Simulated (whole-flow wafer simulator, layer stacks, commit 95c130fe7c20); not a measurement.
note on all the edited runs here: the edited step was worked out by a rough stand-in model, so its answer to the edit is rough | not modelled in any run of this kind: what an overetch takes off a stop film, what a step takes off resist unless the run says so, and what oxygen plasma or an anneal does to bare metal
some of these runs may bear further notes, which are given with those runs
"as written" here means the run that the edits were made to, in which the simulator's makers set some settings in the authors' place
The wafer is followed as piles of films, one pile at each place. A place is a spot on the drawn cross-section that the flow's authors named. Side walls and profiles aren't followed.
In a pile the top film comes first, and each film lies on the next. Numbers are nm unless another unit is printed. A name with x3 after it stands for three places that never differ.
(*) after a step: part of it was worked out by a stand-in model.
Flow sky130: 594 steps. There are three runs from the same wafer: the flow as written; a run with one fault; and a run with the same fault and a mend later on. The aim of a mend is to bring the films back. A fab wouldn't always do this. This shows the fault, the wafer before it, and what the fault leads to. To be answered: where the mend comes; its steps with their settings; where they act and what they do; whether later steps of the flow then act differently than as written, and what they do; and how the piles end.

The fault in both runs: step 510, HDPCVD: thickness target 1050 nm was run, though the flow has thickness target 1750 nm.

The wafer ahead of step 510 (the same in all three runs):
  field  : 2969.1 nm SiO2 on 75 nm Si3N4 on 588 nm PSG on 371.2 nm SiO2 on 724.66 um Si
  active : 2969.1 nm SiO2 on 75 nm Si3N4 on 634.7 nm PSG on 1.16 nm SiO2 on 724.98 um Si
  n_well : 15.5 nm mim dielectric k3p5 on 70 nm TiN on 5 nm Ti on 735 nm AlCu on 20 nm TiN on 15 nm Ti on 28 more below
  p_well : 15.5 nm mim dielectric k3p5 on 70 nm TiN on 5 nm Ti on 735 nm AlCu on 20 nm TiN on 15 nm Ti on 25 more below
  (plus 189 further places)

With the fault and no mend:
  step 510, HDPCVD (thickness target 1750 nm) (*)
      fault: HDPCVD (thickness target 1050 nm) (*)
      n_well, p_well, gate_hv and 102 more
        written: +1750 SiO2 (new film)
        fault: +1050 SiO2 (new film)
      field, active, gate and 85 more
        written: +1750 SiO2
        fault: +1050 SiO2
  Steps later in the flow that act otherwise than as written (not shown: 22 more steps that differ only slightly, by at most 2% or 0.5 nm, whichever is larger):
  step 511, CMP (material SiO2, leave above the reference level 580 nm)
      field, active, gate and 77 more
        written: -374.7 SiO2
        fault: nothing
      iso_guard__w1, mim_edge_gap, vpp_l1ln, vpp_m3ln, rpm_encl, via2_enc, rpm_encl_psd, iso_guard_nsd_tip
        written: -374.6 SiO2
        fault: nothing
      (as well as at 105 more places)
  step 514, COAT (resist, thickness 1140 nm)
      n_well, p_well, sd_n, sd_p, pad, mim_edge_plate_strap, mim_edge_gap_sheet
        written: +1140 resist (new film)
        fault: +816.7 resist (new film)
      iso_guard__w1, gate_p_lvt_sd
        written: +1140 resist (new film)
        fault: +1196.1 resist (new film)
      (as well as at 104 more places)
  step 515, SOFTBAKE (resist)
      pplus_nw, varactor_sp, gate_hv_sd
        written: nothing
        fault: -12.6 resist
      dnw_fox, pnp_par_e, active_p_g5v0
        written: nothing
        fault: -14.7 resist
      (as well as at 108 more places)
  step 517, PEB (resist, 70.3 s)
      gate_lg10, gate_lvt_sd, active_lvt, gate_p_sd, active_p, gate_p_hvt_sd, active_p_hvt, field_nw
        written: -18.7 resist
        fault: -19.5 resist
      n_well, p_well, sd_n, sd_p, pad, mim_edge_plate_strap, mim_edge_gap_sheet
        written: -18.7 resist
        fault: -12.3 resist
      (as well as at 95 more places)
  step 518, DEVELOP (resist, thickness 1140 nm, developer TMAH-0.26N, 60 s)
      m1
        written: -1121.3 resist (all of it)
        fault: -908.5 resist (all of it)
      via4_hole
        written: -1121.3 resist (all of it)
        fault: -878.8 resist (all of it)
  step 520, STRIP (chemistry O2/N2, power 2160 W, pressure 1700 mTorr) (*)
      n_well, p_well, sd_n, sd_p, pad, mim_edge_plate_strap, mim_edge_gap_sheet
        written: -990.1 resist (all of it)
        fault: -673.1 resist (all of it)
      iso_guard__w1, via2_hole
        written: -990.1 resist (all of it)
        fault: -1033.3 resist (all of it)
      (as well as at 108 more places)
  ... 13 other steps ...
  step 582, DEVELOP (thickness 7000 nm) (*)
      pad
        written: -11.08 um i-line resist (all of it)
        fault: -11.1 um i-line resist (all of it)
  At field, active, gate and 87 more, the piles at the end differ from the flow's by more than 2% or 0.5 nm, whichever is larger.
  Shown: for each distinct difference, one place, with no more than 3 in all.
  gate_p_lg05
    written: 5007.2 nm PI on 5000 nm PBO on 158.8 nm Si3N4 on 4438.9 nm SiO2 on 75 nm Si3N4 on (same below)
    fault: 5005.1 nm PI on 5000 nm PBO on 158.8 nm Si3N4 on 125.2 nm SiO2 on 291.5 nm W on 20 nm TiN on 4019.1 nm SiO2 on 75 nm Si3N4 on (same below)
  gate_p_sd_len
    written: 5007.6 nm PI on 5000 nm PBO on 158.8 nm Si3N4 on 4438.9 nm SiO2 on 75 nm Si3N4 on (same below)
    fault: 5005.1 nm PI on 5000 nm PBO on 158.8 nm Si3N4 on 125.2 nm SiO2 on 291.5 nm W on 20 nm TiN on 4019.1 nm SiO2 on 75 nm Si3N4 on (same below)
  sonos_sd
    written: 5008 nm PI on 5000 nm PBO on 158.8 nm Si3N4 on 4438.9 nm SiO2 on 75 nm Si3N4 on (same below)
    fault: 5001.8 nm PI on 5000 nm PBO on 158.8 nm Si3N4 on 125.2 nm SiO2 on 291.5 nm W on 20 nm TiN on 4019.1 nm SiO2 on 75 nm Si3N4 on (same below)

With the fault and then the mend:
  The mend follows step 510.
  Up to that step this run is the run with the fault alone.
  step 510a, HDPCVD (thickness target 700 nm) (*) (the flow's step 510, run once more with other settings)
      field, active, n_well and 190 more
        +700 SiO2
  None of the later steps of the flow acts differently than as written at any place that is followed.
  At every place that both follow, the piles at the end match the flow's.
